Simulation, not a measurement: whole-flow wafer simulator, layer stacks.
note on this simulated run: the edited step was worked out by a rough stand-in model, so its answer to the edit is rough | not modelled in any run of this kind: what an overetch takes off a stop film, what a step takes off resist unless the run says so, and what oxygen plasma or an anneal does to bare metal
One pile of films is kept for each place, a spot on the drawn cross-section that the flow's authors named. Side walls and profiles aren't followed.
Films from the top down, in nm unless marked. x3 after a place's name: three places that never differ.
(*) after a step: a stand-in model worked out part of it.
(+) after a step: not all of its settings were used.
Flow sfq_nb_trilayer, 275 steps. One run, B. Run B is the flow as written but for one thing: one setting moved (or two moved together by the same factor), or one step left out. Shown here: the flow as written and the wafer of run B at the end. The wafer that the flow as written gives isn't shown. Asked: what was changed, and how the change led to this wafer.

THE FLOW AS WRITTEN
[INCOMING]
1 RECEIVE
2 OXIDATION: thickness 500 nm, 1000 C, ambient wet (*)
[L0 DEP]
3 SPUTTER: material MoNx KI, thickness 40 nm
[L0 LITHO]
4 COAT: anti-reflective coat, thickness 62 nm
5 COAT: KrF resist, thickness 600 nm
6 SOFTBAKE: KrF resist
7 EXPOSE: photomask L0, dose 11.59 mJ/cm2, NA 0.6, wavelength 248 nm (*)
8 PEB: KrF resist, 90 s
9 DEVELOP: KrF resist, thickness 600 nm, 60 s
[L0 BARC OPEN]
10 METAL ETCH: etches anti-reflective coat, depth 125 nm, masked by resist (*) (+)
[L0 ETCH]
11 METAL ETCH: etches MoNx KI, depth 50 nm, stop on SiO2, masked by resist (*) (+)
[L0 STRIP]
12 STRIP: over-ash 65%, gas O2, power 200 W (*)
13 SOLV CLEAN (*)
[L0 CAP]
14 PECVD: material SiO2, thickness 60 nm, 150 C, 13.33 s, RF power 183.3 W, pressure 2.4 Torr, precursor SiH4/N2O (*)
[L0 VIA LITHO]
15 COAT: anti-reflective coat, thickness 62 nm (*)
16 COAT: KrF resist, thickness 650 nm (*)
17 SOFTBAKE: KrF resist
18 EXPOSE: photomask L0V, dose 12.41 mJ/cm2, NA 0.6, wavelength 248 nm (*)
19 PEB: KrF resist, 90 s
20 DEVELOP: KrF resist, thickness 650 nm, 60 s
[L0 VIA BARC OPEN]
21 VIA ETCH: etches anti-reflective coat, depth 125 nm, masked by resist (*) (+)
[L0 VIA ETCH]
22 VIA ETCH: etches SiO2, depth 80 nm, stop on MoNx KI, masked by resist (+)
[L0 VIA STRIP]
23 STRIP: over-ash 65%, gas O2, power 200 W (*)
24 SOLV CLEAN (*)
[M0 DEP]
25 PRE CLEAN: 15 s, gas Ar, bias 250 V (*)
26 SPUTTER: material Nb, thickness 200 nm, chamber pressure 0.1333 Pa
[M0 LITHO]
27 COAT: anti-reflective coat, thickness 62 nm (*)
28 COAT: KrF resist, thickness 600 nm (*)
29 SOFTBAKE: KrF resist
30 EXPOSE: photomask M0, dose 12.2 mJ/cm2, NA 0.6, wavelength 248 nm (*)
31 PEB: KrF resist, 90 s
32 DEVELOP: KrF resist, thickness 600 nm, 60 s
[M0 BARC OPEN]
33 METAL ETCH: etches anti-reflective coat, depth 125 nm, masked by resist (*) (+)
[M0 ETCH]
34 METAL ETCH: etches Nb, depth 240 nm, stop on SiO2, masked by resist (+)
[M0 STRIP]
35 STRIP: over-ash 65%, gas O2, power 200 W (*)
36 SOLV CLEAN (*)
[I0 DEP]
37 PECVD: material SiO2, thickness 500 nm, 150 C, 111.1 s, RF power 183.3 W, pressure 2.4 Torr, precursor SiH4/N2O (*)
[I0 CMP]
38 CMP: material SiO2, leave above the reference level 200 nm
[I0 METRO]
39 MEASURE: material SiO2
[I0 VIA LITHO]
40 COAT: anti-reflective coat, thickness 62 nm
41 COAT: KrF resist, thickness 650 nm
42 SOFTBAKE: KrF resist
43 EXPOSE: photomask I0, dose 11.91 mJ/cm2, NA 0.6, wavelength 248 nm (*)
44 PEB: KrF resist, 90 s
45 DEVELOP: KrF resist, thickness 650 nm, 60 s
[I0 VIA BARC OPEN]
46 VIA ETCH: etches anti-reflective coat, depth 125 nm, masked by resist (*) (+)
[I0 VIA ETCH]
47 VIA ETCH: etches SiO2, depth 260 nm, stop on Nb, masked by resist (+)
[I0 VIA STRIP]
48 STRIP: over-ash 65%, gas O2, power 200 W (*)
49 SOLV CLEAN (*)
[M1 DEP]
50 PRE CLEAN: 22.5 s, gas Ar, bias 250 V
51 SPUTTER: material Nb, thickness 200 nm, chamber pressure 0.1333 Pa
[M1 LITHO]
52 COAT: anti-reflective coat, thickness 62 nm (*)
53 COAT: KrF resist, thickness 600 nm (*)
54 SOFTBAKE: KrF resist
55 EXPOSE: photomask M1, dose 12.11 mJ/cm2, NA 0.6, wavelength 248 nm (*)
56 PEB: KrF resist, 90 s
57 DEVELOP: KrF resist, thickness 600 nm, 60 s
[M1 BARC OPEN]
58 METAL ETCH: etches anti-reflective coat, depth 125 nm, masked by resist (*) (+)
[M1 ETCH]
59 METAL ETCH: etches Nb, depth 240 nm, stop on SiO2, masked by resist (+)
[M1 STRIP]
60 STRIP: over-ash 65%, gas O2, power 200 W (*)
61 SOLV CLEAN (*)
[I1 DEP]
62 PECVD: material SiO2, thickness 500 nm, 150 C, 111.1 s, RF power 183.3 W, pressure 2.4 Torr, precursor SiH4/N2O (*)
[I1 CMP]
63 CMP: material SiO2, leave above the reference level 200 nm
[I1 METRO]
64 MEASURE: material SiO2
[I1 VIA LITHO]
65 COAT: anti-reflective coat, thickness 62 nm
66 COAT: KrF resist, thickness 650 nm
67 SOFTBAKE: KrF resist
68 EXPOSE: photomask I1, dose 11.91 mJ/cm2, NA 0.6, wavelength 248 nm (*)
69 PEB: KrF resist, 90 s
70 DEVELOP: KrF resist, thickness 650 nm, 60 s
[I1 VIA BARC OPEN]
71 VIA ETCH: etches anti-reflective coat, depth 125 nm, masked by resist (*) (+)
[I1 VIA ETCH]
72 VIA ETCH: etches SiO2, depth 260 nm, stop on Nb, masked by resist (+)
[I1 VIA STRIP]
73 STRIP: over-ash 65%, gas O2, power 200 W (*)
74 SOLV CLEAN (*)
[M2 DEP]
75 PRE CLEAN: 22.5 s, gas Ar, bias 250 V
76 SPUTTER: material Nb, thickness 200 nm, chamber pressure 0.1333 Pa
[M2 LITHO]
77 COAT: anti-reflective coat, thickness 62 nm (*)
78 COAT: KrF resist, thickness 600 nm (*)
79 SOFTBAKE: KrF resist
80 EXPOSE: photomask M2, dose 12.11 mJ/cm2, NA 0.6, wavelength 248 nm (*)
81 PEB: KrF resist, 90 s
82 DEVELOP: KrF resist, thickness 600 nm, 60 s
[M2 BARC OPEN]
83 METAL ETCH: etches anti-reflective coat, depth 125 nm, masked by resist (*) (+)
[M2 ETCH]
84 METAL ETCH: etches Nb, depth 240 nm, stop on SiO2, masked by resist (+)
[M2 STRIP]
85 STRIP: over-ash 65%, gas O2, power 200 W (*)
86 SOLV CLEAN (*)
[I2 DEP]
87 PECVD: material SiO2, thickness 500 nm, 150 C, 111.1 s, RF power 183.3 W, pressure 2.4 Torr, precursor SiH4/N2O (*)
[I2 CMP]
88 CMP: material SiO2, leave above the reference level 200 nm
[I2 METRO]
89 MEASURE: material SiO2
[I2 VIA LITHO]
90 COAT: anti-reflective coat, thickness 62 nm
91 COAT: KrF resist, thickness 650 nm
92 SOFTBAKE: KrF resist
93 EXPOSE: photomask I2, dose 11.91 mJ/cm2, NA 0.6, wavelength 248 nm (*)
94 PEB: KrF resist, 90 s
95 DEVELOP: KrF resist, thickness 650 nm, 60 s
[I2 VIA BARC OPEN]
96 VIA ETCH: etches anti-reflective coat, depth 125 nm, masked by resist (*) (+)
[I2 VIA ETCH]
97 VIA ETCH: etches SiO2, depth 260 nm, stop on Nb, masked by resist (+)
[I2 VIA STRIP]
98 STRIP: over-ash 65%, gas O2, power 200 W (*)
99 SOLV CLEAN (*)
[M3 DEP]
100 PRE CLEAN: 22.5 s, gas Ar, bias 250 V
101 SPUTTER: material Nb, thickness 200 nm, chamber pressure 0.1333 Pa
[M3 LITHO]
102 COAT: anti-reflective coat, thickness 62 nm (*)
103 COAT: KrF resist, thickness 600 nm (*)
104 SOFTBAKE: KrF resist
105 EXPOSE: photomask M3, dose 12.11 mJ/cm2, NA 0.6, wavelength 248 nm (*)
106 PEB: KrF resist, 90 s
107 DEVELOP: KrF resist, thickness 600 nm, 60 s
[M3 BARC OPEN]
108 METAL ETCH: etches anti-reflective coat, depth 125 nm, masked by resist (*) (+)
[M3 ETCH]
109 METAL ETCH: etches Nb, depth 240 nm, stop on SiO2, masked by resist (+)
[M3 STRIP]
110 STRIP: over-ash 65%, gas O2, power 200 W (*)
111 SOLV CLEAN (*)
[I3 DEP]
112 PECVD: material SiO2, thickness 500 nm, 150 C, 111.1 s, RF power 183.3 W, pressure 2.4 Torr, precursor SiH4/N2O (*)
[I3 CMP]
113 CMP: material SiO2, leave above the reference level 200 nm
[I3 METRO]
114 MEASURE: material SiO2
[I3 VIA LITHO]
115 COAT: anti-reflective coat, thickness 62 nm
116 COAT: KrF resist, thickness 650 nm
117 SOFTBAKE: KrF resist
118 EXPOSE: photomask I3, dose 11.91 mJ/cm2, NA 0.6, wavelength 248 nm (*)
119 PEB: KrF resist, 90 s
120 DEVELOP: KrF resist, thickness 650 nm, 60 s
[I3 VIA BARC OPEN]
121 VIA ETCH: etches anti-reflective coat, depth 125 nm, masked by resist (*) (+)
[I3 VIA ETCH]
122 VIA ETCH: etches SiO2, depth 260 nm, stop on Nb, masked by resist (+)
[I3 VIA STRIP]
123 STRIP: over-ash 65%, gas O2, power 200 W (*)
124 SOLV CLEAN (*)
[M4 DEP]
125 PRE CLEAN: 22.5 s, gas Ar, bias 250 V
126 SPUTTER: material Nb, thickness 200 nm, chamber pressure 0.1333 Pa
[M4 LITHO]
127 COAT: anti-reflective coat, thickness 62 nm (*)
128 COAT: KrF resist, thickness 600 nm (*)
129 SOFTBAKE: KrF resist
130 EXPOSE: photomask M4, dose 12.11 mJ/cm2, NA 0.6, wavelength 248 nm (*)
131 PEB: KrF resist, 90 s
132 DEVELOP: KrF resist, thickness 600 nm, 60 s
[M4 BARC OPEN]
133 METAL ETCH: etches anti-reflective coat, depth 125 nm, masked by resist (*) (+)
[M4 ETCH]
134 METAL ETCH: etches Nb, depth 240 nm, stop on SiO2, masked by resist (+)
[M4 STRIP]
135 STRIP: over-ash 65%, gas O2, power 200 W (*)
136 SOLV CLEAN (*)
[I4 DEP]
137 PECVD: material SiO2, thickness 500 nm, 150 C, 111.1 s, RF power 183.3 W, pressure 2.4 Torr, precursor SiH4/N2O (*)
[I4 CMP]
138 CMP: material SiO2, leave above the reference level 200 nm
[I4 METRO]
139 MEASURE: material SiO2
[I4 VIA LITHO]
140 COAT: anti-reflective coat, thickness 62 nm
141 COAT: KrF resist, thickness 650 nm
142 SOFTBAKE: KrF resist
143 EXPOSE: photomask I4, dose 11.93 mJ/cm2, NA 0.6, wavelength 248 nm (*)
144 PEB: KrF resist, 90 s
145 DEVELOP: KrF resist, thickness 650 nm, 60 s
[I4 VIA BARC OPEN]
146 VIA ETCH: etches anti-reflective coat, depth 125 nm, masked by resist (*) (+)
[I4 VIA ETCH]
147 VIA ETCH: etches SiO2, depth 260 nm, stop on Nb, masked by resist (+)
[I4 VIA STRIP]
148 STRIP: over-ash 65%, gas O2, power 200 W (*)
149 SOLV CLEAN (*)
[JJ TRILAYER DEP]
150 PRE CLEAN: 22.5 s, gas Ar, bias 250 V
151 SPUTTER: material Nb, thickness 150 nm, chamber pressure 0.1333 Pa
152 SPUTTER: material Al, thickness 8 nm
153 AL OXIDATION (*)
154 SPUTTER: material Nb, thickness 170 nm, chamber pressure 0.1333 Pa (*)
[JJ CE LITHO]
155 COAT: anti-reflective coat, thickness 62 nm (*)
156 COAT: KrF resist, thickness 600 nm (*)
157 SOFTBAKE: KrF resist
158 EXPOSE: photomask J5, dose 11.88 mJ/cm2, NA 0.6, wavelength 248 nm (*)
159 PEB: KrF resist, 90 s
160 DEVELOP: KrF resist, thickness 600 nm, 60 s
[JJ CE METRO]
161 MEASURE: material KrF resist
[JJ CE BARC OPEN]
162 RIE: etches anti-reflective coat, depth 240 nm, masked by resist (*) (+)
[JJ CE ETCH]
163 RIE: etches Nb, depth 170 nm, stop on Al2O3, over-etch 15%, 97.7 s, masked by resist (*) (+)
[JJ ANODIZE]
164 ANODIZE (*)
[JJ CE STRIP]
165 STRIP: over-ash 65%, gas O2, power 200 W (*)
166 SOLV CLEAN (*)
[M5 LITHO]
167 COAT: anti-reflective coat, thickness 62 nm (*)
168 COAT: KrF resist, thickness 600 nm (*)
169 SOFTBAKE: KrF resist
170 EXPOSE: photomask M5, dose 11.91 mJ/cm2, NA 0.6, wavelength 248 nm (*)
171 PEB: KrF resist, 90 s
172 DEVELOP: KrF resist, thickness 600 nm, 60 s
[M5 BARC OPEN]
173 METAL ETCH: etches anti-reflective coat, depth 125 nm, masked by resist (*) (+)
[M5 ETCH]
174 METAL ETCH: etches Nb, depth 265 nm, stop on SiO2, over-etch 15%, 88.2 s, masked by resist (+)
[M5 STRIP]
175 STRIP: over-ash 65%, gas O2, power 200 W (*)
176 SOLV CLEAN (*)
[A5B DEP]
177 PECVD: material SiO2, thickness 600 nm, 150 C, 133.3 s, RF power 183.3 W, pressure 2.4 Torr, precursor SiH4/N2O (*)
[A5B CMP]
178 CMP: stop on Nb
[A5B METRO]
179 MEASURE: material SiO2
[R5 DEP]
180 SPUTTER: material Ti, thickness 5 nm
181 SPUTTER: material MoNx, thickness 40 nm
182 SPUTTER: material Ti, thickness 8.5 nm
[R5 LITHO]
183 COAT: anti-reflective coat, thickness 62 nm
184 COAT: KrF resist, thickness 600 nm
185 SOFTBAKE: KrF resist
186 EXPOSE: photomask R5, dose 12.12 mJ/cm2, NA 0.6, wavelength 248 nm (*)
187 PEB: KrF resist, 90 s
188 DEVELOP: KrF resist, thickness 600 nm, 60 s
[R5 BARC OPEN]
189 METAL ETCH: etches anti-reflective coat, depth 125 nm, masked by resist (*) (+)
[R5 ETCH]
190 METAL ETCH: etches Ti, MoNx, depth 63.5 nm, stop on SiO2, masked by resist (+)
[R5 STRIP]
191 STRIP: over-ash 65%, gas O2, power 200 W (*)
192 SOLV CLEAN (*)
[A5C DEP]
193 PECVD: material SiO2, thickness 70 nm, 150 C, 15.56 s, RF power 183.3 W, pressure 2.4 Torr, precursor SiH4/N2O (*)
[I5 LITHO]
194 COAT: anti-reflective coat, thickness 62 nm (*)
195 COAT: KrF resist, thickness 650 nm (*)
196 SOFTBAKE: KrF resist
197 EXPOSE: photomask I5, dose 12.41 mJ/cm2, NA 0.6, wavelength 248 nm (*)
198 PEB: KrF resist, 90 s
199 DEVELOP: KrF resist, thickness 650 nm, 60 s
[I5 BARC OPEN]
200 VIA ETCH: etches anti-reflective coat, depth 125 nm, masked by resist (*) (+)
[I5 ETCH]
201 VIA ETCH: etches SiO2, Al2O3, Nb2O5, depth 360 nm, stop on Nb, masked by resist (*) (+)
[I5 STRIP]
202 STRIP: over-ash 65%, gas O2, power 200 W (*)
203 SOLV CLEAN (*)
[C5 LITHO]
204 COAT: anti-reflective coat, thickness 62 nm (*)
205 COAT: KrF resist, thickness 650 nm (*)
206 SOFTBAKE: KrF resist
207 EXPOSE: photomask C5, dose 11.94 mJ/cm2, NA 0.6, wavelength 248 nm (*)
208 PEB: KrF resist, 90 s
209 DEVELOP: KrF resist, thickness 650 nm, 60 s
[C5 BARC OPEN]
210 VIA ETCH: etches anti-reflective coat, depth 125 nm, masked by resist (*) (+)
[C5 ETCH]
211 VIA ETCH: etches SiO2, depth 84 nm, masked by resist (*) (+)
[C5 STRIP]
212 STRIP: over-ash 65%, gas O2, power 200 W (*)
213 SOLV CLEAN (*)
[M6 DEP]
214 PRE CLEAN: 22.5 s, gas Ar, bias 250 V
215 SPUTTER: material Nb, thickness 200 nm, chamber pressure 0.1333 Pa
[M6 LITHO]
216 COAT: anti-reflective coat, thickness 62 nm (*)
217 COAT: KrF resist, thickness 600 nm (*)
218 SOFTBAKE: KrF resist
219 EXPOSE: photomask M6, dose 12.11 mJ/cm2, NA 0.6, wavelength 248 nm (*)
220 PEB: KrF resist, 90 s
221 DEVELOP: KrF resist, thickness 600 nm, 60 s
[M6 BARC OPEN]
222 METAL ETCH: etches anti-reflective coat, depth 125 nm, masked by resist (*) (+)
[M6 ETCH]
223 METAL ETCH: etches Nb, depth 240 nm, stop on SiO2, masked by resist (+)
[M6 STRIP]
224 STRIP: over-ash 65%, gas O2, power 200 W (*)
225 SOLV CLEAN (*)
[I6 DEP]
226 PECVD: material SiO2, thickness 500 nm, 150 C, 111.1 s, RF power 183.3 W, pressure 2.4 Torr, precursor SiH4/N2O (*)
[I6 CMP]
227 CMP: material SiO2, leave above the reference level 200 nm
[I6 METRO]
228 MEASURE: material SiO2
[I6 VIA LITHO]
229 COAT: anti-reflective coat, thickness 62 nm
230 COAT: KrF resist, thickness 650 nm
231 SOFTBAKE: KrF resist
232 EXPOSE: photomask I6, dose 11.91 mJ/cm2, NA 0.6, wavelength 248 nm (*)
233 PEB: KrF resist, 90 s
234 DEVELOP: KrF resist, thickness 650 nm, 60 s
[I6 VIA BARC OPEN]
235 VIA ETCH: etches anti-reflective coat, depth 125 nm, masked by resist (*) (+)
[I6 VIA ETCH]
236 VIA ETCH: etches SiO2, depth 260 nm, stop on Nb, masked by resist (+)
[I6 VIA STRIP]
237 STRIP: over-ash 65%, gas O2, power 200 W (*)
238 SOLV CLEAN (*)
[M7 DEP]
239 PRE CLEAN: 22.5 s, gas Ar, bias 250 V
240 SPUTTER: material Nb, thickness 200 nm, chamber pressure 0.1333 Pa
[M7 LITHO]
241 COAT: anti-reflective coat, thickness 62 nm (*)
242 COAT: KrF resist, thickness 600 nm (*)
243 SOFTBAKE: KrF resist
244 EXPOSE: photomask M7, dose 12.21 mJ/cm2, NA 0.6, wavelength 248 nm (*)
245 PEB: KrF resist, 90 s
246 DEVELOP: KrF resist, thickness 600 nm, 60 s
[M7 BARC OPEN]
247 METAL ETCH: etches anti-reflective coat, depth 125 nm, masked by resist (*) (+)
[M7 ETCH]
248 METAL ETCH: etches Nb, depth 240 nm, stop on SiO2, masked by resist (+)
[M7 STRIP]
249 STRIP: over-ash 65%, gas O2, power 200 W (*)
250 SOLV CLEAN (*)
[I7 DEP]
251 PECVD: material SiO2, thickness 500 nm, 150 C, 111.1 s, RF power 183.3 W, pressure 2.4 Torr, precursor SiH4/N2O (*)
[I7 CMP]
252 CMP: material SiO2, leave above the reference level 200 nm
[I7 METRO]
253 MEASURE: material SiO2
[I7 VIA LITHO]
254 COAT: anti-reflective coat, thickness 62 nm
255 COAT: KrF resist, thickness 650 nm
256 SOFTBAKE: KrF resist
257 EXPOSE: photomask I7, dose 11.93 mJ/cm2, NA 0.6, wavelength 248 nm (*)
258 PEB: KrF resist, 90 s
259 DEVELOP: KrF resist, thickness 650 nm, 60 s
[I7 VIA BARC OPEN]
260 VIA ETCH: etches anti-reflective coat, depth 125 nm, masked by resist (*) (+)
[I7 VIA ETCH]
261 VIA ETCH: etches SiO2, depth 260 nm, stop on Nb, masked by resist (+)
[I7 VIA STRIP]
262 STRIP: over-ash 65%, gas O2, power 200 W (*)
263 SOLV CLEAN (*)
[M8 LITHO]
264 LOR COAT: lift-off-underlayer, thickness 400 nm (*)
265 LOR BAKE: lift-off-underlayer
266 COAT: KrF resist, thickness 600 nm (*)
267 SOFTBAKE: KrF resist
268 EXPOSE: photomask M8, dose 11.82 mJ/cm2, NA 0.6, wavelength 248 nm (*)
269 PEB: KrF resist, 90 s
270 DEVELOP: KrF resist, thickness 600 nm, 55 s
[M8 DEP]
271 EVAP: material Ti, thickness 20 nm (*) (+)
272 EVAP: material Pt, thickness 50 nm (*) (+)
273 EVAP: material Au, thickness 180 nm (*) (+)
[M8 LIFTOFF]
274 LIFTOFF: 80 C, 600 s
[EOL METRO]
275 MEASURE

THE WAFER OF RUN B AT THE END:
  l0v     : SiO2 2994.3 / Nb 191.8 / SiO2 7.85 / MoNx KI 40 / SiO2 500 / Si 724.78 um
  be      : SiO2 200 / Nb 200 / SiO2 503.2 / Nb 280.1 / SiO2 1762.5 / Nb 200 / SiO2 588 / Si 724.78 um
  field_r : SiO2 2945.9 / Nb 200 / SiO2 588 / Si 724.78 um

The cause: step 14, PECVD: thickness 93 nm was run, where the flow has thickness 60 nm; step 14, PECVD: 20.67 s was run, where the flow has 13.33 s.

How the change led to this, step by step:
  14 PECVD: material SiO2, thickness 60 nm, 150 C, 13.33 s, RF power 183.3 W, pressure 2.4 Torr, precursor SiH4/N2O (*)
      v_sur, via_wl, via_w and 97 more: SiO2 +93 (as written it would be: SiO2 +60)
      field_l, l0_sur, l0v, l0r_line_l, l0r_line_c, l0r_line_r: SiO2 +93 (new film) (as written it would be: SiO2 +60 (new film))
  22 VIA ETCH: etches SiO2, depth 80 nm, stop on MoNx KI, masked by resist (+)
      l0v: SiO2 -80 (as written it would be: SiO2 -59.8 (all of it))
  25 PRE CLEAN: 15 s, gas Ar, bias 250 V (*)
      l0v: SiO2 -5 (as written it would be: MoNx KI -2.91)
  27 COAT: anti-reflective coat, thickness 62 nm (*)
      l0_sur: anti-reflective coat +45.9 (new film) (as written it would be: anti-reflective coat +47.5 (new film))
      l0v: anti-reflective coat +83.5 (new film) (as written it would be: anti-reflective coat +78 (new film))
  28 COAT: KrF resist, thickness 600 nm (*)
      l0v: KrF resist +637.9 (new film) (as written it would be: KrF resist +622.9 (new film))
  35 STRIP: over-ash 65%, gas O2, power 200 W (*)
      l0_sur: KrF resist -369.6 (all of it), anti-reflective coat -45.9 (all of it) (as written it would be: KrF resist -372 (all of it), anti-reflective coat -47.5 (all of it))
      l0v: KrF resist -420.2 (all of it), anti-reflective coat -83.5 (all of it) (as written it would be: KrF resist -405.3 (all of it), anti-reflective coat -78 (all of it))
  38 CMP: material SiO2, leave above the reference level 200 nm
      l0v: SiO2 -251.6 (as written it would be: SiO2 -277.8)
Counting metal films that touch as one body, l0v has 2 bodies (between them, from the top down: SiO2 7.85); the flow as written gives 1 body.
